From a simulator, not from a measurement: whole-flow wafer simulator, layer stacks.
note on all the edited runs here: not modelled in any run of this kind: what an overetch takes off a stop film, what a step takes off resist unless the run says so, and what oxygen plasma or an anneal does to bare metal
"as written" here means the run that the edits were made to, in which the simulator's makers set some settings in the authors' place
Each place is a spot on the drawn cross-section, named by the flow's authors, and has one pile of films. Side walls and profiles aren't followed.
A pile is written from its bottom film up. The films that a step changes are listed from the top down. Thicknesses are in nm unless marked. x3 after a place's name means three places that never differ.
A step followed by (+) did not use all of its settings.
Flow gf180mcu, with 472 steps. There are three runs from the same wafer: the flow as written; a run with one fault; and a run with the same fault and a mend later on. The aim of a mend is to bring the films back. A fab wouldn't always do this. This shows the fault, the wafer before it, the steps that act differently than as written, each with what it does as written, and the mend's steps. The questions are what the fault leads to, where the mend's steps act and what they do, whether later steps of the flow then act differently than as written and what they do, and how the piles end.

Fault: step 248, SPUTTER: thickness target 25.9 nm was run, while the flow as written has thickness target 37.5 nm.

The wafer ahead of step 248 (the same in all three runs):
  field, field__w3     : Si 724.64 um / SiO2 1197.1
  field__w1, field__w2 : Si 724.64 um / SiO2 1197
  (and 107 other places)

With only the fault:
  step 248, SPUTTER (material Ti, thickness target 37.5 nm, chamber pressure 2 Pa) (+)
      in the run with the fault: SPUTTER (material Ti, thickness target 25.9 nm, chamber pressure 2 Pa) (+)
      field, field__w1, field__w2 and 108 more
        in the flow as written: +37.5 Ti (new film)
        in the run with the fault: +25.9 Ti (new film)
  Later steps of the flow acting differently than as written:
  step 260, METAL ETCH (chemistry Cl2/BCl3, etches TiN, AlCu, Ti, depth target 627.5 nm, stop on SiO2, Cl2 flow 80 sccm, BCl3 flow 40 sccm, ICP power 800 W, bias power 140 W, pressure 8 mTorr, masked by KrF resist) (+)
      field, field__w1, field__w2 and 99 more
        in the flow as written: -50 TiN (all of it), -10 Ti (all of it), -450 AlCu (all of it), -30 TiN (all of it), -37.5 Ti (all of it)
        in the run with the fault: -50 TiN (all of it), -10 Ti (all of it), -450 AlCu (all of it), -30 TiN (all of it), -25.9 Ti (all of it)
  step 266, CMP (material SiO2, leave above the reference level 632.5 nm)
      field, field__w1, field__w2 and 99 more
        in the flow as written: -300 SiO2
        in the run with the fault: -311.6 SiO2
  The piles end different from the flow's at field__w8, contact, m1 and 6 more by more than 2% or 0.5 nm, whichever is larger.
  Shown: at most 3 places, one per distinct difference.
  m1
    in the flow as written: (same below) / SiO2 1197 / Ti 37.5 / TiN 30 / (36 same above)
    in the run with the fault: (same below) / SiO2 1197 / Ti 25.9 / TiN 30 / (36 same above)
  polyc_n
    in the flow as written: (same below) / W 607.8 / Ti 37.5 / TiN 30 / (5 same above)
    in the run with the fault: (same below) / W 607.8 / Ti 25.9 / TiN 30 / (5 same above)
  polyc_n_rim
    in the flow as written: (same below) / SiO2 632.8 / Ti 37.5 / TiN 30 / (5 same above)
    in the run with the fault: (same below) / SiO2 632.8 / Ti 25.9 / TiN 30 / (5 same above)

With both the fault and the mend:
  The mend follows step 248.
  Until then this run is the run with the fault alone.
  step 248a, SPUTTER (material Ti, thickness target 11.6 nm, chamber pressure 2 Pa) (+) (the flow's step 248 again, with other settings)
      field, field__w1, field__w2 and 108 more
        +11.6 Ti
  None of the later steps of the flow acts differently than as written at any place that is followed.
  By the end, the piles equal the flow's at every place that both follow.
